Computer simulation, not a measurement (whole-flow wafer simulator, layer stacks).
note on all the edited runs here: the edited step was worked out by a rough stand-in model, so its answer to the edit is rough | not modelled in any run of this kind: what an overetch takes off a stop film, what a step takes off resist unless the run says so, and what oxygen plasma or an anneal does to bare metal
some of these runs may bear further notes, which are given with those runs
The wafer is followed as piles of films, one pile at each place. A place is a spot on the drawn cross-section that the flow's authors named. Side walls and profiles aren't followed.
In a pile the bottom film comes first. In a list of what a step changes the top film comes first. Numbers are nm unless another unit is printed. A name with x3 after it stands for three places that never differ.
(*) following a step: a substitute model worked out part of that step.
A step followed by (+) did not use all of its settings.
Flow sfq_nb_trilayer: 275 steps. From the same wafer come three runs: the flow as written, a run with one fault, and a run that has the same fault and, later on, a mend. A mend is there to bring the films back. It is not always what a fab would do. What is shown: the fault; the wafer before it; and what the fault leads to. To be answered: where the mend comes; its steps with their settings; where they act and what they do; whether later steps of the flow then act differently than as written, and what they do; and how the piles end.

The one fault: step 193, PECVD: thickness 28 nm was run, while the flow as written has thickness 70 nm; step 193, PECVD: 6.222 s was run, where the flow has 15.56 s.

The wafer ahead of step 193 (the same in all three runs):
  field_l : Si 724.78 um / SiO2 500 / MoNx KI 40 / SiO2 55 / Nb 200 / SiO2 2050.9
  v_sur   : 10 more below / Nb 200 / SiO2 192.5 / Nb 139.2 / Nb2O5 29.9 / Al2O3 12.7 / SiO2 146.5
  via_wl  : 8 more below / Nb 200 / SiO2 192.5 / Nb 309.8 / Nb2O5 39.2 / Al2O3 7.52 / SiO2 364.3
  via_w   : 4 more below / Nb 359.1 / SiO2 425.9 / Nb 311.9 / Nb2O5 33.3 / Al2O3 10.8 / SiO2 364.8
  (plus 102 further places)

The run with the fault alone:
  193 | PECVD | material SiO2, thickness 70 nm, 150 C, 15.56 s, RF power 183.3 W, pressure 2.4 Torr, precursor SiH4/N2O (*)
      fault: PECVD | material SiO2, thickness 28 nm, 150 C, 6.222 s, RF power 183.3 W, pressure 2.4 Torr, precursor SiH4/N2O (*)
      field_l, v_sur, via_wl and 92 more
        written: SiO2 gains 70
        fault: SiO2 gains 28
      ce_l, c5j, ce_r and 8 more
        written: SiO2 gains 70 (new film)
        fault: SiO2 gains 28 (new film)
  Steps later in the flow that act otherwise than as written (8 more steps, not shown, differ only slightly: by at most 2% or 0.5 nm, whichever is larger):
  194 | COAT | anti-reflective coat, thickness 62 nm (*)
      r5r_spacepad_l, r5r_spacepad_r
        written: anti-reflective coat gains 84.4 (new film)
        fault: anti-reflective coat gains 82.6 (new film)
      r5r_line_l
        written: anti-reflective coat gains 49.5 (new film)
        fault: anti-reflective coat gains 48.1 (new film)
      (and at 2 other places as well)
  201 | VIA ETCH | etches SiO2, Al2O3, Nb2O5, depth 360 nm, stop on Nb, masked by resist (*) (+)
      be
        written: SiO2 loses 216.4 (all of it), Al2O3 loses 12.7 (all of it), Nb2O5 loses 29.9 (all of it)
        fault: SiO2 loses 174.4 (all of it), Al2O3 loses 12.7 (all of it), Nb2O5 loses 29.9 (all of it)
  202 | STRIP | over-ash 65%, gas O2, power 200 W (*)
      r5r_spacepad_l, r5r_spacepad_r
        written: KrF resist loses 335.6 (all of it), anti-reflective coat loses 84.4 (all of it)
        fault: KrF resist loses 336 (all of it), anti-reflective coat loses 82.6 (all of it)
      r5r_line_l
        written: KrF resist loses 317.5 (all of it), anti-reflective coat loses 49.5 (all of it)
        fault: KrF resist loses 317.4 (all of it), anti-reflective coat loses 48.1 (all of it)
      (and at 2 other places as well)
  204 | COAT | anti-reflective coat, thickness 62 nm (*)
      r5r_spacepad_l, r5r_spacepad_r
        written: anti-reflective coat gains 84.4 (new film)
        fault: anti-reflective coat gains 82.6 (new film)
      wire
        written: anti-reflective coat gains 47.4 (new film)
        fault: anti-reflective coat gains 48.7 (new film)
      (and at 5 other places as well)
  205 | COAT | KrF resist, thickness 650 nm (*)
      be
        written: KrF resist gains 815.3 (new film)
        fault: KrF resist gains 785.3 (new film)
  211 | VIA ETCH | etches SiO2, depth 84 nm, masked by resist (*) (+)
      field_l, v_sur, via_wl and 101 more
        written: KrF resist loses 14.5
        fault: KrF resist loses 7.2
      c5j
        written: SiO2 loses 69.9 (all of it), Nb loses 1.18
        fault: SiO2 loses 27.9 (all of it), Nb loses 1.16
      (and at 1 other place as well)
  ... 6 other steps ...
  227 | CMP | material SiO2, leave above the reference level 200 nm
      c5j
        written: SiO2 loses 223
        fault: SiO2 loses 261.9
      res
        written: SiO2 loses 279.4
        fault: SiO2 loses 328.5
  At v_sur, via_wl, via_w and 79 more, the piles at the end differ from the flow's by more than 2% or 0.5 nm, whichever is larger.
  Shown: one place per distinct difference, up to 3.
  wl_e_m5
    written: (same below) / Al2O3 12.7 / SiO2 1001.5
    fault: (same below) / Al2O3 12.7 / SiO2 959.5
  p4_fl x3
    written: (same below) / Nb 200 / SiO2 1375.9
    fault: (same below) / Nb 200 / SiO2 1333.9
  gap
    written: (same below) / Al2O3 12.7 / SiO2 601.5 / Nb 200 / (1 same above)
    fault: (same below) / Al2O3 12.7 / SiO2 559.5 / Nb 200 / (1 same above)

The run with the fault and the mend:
  After step 193 comes the mend.
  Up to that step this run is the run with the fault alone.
  193a | PECVD | material SiO2, thickness 42 nm, 150 C, 9.333 s, RF power 183.3 W, pressure 2.4 Torr, precursor SiH4/N2O (*) (the flow's step 193 again, with other settings)
      field_l, v_sur, via_wl and 103 more
        SiO2 gains 42
  Every later step of the flow that is run acts as written, at every place that is followed, to within 2% or 0.5 nm, whichever is larger.
  By the end, the piles equal the flow's at every place that both follow.
